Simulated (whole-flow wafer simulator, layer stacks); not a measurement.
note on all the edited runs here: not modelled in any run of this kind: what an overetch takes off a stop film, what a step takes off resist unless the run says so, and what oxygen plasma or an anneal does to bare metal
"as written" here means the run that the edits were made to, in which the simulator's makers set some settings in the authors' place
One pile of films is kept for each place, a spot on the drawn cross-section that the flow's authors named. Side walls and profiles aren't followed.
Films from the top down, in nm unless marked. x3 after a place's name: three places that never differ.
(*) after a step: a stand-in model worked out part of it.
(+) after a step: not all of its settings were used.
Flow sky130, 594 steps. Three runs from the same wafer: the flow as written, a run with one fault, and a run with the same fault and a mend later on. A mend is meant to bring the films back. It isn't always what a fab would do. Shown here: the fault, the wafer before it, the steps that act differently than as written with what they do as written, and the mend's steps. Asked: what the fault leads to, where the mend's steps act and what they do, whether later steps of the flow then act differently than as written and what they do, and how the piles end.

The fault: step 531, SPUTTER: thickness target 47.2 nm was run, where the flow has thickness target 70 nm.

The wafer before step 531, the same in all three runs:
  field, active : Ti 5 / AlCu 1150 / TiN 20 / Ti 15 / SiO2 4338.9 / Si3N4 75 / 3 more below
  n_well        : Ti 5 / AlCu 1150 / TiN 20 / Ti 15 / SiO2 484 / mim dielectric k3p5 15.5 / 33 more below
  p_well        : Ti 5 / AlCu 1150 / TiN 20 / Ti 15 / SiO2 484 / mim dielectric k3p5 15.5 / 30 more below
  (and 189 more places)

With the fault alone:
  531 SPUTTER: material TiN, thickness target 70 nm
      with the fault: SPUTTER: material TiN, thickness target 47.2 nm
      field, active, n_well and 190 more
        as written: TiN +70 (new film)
        with the fault: TiN +47.2 (new film)
  Later steps of the flow that act differently than as written (17 more steps differ only slightly, by at most 2% or 0.5 nm, whichever is larger, and aren't shown):
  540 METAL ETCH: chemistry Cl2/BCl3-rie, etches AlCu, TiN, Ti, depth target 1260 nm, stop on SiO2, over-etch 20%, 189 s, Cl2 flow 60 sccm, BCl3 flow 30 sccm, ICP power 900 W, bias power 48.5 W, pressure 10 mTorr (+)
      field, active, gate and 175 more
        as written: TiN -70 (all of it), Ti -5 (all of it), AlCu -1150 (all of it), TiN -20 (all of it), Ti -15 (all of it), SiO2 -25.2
        with the fault: TiN -47.2 (all of it), Ti -5 (all of it), AlCu -1150 (all of it), TiN -20 (all of it), Ti -15 (all of it), SiO2 -27.5
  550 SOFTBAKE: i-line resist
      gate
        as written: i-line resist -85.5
        with the fault: i-line resist -83.3
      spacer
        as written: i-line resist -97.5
        with the fault: i-line resist -94.9
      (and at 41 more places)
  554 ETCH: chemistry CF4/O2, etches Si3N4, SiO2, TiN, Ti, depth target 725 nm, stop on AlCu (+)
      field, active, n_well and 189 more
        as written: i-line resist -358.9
        with the fault: i-line resist -336.1
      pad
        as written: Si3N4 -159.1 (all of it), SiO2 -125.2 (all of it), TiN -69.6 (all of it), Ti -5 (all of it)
        with the fault: Si3N4 -159.1 (all of it), SiO2 -125.2 (all of it), TiN -46.8 (all of it), Ti -5 (all of it)
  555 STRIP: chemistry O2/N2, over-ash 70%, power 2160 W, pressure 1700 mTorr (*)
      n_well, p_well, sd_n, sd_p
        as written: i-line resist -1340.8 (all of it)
        with the fault: i-line resist -1383.7 (all of it)
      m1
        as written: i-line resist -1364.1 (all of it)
        with the fault: i-line resist -1406.5 (all of it)
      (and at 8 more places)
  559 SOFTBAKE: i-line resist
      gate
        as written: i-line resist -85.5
        with the fault: i-line resist -83.3
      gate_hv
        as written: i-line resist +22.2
        with the fault: i-line resist +21.6
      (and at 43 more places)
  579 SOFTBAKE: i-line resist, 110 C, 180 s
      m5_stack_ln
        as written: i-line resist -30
        with the fault: i-line resist -29.4
  At the end the piles differ from the flow's by more than 2% or 0.5 nm, whichever is larger, at n_well, p_well, sd_n and 11 more.
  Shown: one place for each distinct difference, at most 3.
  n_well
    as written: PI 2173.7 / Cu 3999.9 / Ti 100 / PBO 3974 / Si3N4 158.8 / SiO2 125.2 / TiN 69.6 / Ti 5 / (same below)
    with the fault: PI 2176.4 / Cu 3999.9 / Ti 100 / PBO 3990.4 / Si3N4 158.8 / SiO2 125.2 / TiN 46.8 / Ti 5 / (same below)
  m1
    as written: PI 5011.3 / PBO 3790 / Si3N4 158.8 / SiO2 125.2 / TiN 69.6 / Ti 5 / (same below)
    with the fault: PI 5012.4 / PBO 3808.9 / Si3N4 158.8 / SiO2 125.2 / TiN 46.8 / Ti 5 / (same below)
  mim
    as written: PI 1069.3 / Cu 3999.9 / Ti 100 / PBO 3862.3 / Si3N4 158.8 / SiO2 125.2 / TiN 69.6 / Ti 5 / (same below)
    with the fault: PI 1071.4 / Cu 3999.9 / Ti 100 / PBO 3879.9 / Si3N4 158.8 / SiO2 125.2 / TiN 46.8 / Ti 5 / (same below)

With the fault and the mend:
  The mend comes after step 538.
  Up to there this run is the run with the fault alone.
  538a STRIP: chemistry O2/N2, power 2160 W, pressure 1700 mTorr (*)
      n_well, p_well, sd_n and 9 more
        resist -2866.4 (all of it)
      m1, via4_hole
        resist -2868.5 (all of it)
      via4_enc
        resist -2866.3 (all of it)
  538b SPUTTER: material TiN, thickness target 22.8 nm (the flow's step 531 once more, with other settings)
      field, active, n_well and 190 more
        TiN +22.8
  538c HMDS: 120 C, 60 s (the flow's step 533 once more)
      changes no film at any place that is followed
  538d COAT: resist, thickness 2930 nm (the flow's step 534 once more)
      n_well, p_well, gate_hv and 172 more
        resist +2930 (new film)
      field, active, gate and 13 more
        resist +2929.9 (new film)
      m1, via4_hole
        resist +2932.1 (new film)
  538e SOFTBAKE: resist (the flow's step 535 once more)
      field, active, gate, spacer, m1, sonos_cell, sonos_guard, sonos_guard_hv
        resist +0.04
      nwell_res
        resist +0.03
      pplus_nw
        resist +0.02
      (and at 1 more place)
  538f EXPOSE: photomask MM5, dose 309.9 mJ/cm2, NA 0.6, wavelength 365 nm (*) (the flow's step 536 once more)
      changes no film at any place that is followed
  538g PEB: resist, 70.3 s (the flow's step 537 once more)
      field, active, n_well and 188 more
        resist -63.6
      m1, via4_hole
        resist -63.7
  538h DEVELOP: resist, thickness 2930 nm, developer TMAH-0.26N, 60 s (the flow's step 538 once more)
      field, active, gate and 168 more
        resist -2866.4 (all of it)
      via1_hole, via1_enc, via2_hole, via2_enc, via3_hole, via3_enc, via_li1
        resist -2866.3 (all of it)
  No later step of the flow acts differently than as written at any place that is followed.
  At the end the piles are the same as the flow's at every place that both follow.
